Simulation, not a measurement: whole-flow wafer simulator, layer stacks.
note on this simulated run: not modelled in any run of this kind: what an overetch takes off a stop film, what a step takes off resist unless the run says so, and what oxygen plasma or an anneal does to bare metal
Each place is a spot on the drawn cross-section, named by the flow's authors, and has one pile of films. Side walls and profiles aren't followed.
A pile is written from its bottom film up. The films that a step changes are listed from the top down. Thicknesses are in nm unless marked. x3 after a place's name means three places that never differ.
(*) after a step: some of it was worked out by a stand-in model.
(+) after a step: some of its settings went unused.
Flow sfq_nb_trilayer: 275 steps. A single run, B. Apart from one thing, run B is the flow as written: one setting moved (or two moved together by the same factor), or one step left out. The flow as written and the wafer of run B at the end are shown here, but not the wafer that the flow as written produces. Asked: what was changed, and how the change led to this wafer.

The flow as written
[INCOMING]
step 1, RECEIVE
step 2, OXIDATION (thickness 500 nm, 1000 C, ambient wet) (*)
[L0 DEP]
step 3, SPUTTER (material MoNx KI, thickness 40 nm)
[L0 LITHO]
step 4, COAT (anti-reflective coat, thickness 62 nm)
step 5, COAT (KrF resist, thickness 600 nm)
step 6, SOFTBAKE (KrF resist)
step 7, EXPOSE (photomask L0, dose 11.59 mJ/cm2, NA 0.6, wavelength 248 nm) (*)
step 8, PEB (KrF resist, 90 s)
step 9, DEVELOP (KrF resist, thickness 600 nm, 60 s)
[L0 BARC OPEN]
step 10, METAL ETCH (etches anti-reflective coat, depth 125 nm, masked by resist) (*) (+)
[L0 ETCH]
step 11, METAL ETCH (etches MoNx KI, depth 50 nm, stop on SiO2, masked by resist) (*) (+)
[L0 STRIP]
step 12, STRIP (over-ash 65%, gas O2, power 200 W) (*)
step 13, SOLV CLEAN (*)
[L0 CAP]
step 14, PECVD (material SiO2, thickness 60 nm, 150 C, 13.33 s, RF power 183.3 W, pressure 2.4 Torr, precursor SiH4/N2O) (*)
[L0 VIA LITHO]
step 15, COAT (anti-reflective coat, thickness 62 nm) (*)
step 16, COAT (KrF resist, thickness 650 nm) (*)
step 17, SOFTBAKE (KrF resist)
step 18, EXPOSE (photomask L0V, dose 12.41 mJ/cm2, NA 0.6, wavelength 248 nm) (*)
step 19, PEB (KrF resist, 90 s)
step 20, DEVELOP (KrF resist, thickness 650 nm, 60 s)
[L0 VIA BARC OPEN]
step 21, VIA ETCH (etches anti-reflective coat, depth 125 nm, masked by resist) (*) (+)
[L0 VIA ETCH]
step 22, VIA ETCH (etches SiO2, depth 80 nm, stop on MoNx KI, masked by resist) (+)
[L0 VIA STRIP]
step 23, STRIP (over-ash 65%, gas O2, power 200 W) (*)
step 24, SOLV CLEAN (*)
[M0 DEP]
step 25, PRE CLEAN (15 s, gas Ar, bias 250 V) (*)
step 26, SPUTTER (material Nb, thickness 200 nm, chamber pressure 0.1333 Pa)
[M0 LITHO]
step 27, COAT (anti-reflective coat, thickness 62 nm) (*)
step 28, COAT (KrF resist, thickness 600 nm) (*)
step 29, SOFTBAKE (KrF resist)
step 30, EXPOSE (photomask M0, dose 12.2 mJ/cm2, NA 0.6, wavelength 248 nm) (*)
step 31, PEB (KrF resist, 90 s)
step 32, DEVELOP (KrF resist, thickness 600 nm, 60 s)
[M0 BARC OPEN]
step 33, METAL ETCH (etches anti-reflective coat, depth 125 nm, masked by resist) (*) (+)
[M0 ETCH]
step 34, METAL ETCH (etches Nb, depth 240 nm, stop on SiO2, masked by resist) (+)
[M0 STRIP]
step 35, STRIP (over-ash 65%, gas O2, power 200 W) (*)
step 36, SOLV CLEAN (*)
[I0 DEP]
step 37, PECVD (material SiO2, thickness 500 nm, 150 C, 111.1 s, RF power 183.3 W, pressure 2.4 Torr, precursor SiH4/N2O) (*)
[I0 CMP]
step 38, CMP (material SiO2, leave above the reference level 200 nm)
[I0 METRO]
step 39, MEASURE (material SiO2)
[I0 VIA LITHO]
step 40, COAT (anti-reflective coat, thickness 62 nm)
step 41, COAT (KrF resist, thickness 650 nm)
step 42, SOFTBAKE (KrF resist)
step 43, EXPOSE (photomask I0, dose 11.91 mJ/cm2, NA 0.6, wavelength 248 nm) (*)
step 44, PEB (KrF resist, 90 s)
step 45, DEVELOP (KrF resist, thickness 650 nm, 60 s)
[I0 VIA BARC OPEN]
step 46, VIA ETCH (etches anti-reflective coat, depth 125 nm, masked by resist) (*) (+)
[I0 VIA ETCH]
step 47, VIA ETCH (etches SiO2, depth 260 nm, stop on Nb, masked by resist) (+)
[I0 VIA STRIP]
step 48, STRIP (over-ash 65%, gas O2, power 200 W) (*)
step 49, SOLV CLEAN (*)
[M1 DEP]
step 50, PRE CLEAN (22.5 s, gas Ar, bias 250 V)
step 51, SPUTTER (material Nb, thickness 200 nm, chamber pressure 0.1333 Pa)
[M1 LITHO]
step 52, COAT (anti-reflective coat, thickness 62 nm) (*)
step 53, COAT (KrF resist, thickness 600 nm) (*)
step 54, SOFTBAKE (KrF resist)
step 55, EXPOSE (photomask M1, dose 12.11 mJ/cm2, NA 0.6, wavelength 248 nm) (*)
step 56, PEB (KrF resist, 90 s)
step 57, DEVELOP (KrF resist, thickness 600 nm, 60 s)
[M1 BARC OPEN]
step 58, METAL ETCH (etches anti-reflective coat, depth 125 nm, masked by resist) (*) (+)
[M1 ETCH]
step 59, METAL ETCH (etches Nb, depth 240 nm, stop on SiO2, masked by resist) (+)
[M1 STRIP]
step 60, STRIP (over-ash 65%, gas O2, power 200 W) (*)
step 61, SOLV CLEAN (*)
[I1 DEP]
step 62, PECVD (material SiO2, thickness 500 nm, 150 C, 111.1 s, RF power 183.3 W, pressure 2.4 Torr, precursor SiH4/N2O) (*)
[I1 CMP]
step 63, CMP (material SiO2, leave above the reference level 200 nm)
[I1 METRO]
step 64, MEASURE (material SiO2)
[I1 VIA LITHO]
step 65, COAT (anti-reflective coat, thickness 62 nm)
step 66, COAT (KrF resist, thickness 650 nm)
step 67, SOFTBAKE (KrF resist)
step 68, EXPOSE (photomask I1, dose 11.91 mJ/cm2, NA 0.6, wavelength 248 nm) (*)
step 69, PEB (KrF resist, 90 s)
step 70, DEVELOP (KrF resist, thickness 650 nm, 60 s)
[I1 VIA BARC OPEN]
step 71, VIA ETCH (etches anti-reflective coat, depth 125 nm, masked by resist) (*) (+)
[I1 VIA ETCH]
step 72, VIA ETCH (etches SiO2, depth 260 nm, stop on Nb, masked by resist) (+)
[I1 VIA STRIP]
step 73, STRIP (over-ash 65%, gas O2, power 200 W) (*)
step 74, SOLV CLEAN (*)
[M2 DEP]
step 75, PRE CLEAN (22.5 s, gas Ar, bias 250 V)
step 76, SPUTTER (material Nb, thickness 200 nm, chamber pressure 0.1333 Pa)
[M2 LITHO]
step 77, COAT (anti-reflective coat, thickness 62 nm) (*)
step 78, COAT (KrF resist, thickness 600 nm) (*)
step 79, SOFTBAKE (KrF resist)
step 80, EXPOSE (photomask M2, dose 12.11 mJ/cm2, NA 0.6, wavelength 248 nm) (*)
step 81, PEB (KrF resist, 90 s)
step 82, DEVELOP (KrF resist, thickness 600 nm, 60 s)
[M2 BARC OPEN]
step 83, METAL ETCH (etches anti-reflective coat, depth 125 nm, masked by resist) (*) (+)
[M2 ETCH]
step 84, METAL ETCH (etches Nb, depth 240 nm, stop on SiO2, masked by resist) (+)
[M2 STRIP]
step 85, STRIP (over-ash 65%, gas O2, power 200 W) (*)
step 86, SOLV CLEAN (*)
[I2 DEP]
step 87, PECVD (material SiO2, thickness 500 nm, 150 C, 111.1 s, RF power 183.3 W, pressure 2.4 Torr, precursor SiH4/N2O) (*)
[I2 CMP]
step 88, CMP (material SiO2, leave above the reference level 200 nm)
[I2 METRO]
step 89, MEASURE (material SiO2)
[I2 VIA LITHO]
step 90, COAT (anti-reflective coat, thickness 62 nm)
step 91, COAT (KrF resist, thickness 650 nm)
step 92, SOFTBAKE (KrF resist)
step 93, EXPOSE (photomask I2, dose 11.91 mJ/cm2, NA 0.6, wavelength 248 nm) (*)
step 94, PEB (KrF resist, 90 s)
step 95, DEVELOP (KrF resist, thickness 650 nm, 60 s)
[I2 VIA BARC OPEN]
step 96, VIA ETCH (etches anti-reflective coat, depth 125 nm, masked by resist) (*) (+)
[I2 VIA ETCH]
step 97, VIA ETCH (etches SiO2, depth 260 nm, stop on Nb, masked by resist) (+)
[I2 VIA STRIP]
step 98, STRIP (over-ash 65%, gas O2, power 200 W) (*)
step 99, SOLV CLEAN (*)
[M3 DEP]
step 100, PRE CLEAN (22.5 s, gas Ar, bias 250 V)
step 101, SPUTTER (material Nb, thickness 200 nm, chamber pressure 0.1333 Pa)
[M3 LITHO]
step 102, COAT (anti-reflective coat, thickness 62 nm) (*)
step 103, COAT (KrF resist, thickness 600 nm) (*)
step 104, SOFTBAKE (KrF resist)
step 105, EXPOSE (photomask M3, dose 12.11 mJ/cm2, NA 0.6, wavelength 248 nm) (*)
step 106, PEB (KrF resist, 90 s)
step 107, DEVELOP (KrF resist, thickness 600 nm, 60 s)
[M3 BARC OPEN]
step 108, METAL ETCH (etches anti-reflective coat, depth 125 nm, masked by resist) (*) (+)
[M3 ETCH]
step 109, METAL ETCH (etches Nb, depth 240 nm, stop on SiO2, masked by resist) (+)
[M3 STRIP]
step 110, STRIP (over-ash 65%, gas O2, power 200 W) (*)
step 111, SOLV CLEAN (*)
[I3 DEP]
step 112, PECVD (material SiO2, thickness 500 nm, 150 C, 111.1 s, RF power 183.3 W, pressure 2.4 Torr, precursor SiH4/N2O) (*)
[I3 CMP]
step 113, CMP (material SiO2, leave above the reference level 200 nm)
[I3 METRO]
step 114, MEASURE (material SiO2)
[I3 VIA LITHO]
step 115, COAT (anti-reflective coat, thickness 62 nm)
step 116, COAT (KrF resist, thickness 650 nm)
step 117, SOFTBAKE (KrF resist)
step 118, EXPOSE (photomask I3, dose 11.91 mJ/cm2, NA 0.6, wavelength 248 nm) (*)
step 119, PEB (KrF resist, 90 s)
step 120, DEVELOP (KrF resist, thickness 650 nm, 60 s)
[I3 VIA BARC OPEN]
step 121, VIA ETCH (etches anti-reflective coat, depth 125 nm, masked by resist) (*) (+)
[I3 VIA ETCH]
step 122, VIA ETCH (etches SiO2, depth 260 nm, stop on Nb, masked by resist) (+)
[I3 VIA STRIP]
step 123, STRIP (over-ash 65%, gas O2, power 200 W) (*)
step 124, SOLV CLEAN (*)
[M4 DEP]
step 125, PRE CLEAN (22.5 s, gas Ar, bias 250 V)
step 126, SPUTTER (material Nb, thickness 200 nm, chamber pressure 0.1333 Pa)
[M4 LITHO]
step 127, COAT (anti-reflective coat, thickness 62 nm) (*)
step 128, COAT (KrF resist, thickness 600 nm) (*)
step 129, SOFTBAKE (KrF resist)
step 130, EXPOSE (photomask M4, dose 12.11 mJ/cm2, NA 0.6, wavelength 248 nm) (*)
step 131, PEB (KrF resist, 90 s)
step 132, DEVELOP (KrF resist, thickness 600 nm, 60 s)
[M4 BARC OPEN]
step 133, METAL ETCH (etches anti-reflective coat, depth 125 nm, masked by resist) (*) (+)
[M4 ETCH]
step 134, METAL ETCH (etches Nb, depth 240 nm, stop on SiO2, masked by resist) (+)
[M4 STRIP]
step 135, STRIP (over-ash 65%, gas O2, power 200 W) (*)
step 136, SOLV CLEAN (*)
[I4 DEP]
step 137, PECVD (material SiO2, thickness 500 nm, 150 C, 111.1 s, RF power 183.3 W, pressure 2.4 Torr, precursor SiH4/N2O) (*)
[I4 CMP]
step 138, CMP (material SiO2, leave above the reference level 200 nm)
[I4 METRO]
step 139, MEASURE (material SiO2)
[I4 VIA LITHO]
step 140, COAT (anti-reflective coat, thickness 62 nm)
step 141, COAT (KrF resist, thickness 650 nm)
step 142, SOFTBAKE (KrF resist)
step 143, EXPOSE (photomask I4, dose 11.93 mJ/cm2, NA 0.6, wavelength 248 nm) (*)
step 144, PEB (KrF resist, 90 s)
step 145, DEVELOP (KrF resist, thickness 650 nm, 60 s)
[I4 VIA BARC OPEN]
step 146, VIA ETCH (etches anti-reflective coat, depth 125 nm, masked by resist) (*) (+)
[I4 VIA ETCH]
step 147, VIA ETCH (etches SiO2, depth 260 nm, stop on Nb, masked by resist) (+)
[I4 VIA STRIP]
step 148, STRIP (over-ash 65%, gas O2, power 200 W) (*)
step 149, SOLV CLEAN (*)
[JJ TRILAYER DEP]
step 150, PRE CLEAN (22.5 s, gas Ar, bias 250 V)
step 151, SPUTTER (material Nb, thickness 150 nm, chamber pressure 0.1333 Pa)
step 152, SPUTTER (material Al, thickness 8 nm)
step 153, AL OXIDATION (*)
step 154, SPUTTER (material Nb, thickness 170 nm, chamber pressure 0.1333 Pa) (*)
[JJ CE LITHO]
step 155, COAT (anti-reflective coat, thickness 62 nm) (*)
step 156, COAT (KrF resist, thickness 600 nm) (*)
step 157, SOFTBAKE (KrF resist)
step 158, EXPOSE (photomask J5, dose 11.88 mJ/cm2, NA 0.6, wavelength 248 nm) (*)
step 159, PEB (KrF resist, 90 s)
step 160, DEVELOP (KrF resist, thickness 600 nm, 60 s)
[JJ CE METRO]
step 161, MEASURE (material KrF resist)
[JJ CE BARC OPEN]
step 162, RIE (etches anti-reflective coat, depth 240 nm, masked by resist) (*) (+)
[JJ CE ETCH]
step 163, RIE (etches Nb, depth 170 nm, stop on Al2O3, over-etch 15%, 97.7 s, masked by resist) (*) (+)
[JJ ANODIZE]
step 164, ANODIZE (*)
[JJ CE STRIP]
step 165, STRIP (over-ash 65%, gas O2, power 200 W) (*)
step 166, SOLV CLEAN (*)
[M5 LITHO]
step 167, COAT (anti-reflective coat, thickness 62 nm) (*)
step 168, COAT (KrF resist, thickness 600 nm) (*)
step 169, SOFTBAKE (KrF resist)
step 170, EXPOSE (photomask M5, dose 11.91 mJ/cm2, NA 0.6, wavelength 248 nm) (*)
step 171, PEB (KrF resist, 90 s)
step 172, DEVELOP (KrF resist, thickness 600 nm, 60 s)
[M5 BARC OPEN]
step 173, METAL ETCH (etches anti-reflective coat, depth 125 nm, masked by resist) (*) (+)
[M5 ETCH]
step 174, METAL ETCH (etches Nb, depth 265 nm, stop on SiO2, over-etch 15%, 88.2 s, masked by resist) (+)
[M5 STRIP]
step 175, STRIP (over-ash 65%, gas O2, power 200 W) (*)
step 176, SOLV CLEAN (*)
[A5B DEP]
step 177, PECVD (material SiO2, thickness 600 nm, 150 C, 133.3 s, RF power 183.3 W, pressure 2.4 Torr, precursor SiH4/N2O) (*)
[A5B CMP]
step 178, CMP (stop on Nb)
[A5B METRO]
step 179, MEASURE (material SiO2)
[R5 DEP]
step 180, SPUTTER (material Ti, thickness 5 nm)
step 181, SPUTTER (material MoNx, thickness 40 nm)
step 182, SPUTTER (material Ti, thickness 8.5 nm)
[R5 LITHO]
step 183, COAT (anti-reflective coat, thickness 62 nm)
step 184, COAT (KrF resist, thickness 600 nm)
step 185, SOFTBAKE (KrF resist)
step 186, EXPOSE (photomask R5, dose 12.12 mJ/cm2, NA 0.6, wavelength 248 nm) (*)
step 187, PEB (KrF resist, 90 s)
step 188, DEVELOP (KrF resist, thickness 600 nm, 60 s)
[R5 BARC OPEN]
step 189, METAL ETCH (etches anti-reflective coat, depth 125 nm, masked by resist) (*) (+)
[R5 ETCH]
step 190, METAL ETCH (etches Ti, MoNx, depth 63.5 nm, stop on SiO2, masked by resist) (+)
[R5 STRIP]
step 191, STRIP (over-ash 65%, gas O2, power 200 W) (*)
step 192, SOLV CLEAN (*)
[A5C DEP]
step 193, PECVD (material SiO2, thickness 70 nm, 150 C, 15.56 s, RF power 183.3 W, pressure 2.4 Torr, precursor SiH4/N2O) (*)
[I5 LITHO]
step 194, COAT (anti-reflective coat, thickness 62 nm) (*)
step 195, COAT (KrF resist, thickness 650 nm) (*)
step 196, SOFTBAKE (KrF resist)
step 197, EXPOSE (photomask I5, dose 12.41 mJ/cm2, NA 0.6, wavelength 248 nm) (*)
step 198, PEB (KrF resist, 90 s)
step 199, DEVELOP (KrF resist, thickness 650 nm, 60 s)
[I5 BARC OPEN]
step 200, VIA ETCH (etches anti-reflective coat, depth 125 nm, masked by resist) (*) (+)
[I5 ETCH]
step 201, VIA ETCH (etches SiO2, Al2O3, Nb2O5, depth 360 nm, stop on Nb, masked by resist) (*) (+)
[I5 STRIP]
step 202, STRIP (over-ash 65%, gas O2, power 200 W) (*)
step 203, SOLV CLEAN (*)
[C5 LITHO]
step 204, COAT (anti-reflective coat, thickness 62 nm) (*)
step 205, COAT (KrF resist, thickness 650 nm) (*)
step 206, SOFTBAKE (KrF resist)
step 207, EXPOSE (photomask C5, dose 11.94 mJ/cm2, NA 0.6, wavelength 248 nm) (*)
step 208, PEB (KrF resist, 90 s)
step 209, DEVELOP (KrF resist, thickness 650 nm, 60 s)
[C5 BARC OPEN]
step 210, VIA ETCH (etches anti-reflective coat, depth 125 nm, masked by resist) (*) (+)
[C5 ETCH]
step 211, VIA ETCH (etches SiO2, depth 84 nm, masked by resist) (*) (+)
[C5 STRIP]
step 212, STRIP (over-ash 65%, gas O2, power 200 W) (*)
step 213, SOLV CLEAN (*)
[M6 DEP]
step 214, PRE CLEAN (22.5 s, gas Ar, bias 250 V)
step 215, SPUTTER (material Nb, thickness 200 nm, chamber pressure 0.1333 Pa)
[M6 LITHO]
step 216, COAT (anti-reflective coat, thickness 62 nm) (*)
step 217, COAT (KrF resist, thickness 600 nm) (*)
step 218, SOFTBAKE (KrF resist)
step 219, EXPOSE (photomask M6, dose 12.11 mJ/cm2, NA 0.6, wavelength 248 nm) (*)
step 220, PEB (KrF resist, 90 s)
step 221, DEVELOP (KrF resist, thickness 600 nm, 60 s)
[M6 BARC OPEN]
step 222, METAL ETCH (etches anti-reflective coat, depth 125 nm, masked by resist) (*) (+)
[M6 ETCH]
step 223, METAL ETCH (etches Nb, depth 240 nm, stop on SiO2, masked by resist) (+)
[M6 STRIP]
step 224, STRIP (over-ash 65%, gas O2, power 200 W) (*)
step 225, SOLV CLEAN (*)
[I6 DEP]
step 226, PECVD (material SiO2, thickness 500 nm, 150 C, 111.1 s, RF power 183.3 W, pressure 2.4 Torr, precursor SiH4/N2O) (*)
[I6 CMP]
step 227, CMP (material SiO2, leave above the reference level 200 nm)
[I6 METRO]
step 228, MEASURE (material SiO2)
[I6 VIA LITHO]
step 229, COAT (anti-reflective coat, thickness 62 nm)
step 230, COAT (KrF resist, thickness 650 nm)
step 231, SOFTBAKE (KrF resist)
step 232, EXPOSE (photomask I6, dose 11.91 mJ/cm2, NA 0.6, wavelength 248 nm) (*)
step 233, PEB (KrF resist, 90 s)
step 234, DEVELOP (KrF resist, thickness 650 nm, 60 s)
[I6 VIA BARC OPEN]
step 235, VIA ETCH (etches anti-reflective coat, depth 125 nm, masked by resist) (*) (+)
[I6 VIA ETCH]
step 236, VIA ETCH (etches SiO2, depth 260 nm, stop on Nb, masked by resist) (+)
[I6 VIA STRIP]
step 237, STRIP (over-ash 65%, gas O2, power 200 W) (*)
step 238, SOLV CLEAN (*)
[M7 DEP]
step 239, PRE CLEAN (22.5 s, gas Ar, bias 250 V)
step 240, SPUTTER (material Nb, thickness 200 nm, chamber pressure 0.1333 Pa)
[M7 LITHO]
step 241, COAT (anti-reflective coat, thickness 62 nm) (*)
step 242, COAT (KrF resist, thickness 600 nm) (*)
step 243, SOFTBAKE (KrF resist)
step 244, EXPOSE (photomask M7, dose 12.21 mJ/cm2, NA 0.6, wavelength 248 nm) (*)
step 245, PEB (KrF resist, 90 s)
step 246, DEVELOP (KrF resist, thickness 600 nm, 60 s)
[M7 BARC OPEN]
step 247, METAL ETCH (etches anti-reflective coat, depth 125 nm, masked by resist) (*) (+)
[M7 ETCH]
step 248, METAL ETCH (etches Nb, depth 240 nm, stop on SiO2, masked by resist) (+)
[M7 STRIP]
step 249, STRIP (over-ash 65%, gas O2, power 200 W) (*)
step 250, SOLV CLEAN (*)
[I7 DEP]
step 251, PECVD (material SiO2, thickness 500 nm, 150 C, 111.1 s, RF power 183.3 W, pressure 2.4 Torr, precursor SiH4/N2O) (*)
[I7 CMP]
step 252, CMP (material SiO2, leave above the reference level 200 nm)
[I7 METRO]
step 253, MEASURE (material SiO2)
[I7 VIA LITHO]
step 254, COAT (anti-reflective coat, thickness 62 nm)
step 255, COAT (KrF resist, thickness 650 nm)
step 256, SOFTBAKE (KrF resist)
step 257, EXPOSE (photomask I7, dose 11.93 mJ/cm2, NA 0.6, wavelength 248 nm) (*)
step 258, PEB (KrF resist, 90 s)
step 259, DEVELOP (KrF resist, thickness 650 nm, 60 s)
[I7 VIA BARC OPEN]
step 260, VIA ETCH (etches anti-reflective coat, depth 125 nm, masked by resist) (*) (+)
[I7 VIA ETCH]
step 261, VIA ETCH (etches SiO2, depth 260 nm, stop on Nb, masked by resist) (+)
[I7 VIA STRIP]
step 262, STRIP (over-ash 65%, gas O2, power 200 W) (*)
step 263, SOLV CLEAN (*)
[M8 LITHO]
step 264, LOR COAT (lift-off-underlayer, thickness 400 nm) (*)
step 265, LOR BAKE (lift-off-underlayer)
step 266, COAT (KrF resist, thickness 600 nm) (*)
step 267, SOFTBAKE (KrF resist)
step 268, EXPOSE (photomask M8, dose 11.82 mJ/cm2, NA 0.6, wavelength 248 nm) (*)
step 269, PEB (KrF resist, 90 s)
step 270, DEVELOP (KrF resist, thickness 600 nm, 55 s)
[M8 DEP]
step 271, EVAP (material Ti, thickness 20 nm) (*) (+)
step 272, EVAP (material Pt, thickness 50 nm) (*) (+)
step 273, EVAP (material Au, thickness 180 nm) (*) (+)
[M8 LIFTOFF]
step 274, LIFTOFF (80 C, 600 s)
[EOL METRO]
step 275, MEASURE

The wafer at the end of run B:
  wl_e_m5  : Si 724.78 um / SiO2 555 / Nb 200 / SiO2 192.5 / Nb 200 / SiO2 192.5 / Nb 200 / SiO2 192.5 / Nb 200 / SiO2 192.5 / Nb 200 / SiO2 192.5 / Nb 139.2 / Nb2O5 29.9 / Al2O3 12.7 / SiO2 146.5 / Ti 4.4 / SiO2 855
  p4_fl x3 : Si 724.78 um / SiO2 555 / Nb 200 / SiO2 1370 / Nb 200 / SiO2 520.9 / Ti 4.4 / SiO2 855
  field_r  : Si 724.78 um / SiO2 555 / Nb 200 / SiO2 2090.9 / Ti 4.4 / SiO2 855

What caused this: step 181, SPUTTER: thickness 54.4 nm was run, while the flow as written has thickness 40 nm.

How this came from the change, step by step:
  step 181, SPUTTER (material MoNx, thickness 40 nm)
      field_l, v_sur, via_wl and 103 more: MoNx gains 54.4 (new film) (as written it would have been: MoNx gains 40 (new film))
  step 190, METAL ETCH (etches Ti, MoNx, depth 63.5 nm, stop on SiO2, masked by resist) (+)
      field_l, v_sur, via_wl and 92 more: Ti loses 8.5 (all of it), MoNx loses 54.4 (all of it), Ti loses 0.6 (as written it would have been: Ti loses 8.5 (all of it), MoNx loses 40 (all of it), Ti loses 5 (all of it))
      ce_l, c5j, ce_r, wl_jj: Ti loses 8.5 (all of it), MoNx loses 54.4 (all of it), Ti loses 0.6 (as written it would have been: Ti loses 8.5 (all of it), MoNx loses 40 (all of it), Ti loses 5 (all of it), Nb loses 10)
  step 193, PECVD (material SiO2, thickness 70 nm, 150 C, 15.56 s, RF power 183.3 W, pressure 2.4 Torr, precursor SiH4/N2O) (*)
      field_l, v_sur, via_wl and 92 more: SiO2 gains 70 (new film) (as written it would have been: SiO2 gains 70)
  step 194, COAT (anti-reflective coat, thickness 62 nm) (*)
      wl_j_sl, wl_j_sr: anti-reflective coat gains 62 (new film) (as written it would have been: anti-reflective coat gains 60.2 (new film))
      r5r_spacepad_l, r5r_spacepad_r: anti-reflective coat gains 88.7 (new film) (as written it would have been: anti-reflective coat gains 84.4 (new film))
      (as well as at 12 more places)
  step 201, VIA ETCH (etches SiO2, Al2O3, Nb2O5, depth 360 nm, stop on Nb, masked by resist) (*) (+)
      be: SiO2 loses 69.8 (all of it), Ti loses 4.4 (all of it), SiO2 loses 146.5 (all of it), Al2O3 loses 12.7 (all of it), Nb2O5 loses 29.9 (all of it) (as written it would have been: SiO2 loses 216.4 (all of it), Al2O3 loses 12.7 (all of it), Nb2O5 loses 29.9 (all of it))
  step 202, STRIP (over-ash 65%, gas O2, power 200 W) (*)
      wl_j_sl, wl_j_sr: KrF resist loses 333 (all of it), anti-reflective coat loses 62 (all of it) (as written it would have been: KrF resist loses 333.3 (all of it), anti-reflective coat loses 60.2 (all of it))
      r5r_spacepad_l, r5r_spacepad_r: KrF resist loses 336 (all of it), anti-reflective coat loses 88.7 (all of it) (as written it would have been: KrF resist loses 335.6 (all of it), anti-reflective coat loses 84.4 (all of it))
      (as well as at 12 more places)
  step 204, COAT (anti-reflective coat, thickness 62 nm) (*)
      wl_j_sl, wl_j_sr: anti-reflective coat gains 62 (new film) (as written it would have been: anti-reflective coat gains 60.2 (new film))
      r5r_spacepad_l, r5r_spacepad_r: anti-reflective coat gains 88.7 (new film) (as written it would have been: anti-reflective coat gains 84.4 (new film))
      (as well as at 12 more places)
  step 210, VIA ETCH (etches anti-reflective coat, depth 125 nm, masked by resist) (*) (+)
      c5j: anti-reflective coat loses 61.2 (all of it), SiO2 loses 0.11 (as written it would have been: anti-reflective coat loses 63.9 (all of it), SiO2 loses 0.11)
  step 211, VIA ETCH (etches SiO2, depth 84 nm, masked by resist) (*) (+)
      c5j: SiO2 loses 69.9 (all of it) (as written it would have been: SiO2 loses 69.9 (all of it), Nb loses 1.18)
  step 212, STRIP (over-ash 65%, gas O2, power 200 W) (*)
      wl_j_sl, wl_j_sr: KrF resist loses 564 (all of it), anti-reflective coat loses 62 (all of it) (as written it would have been: KrF resist loses 563.4 (all of it), anti-reflective coat loses 60.2 (all of it))
      r5r_spacepad_l, r5r_spacepad_r: KrF resist loses 566.9 (all of it), anti-reflective coat loses 88.7 (all of it) (as written it would have been: KrF resist loses 565.8 (all of it), anti-reflective coat loses 84.4 (all of it))
      (as well as at 11 more places)
  step 214, PRE CLEAN (22.5 s, gas Ar, bias 250 V)
      c5j: Ti loses 4.4 (all of it), Nb loses 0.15 (as written it would have been: Nb loses 6.45)
  step 216, COAT (anti-reflective coat, thickness 62 nm) (*)
      r5r_line_l, r5r_line_c, r5r_line_r: anti-reflective coat gains 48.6 (new film) (as written it would have been: anti-reflective coat gains 50 (new film))
      wl_j_sl, wl_j_sr: anti-reflective coat gains 62 (new film) (as written it would have been: anti-reflective coat gains 60.2 (new film))
      (as well as at 12 more places)
  step 222, METAL ETCH (etches anti-reflective coat, depth 125 nm, masked by resist) (*) (+)
      r5r_line_l, r5r_line_c, r5r_line_r: anti-reflective coat loses 48.6 (all of it) (as written it would have been: anti-reflective coat loses 50 (all of it))
      r5r_spacepad_l, r5r_spacepad_r: anti-reflective coat loses 90.7 (all of it) (as written it would have been: anti-reflective coat loses 85.7 (all of it))
      (as well as at 1 more place)
  step 224, STRIP (over-ash 65%, gas O2, power 200 W) (*)
      wl_j_sl, wl_j_sr: KrF resist loses 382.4 (all of it), anti-reflective coat loses 62 (all of it) (as written it would have been: KrF resist loses 382.5 (all of it), anti-reflective coat loses 60.2 (all of it))
      jj_sur: KrF resist loses 378.7 (all of it), anti-reflective coat loses 58.6 (all of it) (as written it would have been: KrF resist loses 378.5 (all of it), anti-reflective coat loses 56.1 (all of it))
      (as well as at 8 more places)
  step 227, CMP (material SiO2, leave above the reference level 200 nm)
      r5r_line_l, r5r_spacepad_l, r5r_spacepad_r, r5r_line_c, r5r_line_r: SiO2 loses 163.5 (as written it would have been: SiO2 loses 153.5)
      ce_l, ce_r, wl_jj: SiO2 loses 300 (as written it would have been: SiO2 loses 290)
      (as well as at 5 more places)
If metal films that touch count as one body, wl_e_m5 has 7 bodies (between them, from the top down: SiO2 146.5 / Al2O3 12.7 / Nb2O5 29.9; SiO2 192.5; SiO2 192.5; SiO2 192.5; SiO2 192.5; SiO2 192.5); the flow as written gives 6 bodies (between them, from the top down: SiO2 192.5; SiO2 192.5; SiO2 192.5; SiO2 192.5; SiO2 192.5).
If metal films that touch count as one body, p4_fl x3 has 3 bodies (between them, from the top down: SiO2 520.9; SiO2 1370); the flow as written gives 2 bodies (between them, from the top down: SiO2 1370).
If metal films that touch count as one body, field_r has 2 bodies (between them, from the top down: SiO2 2090.9); the flow as written gives 1 body.
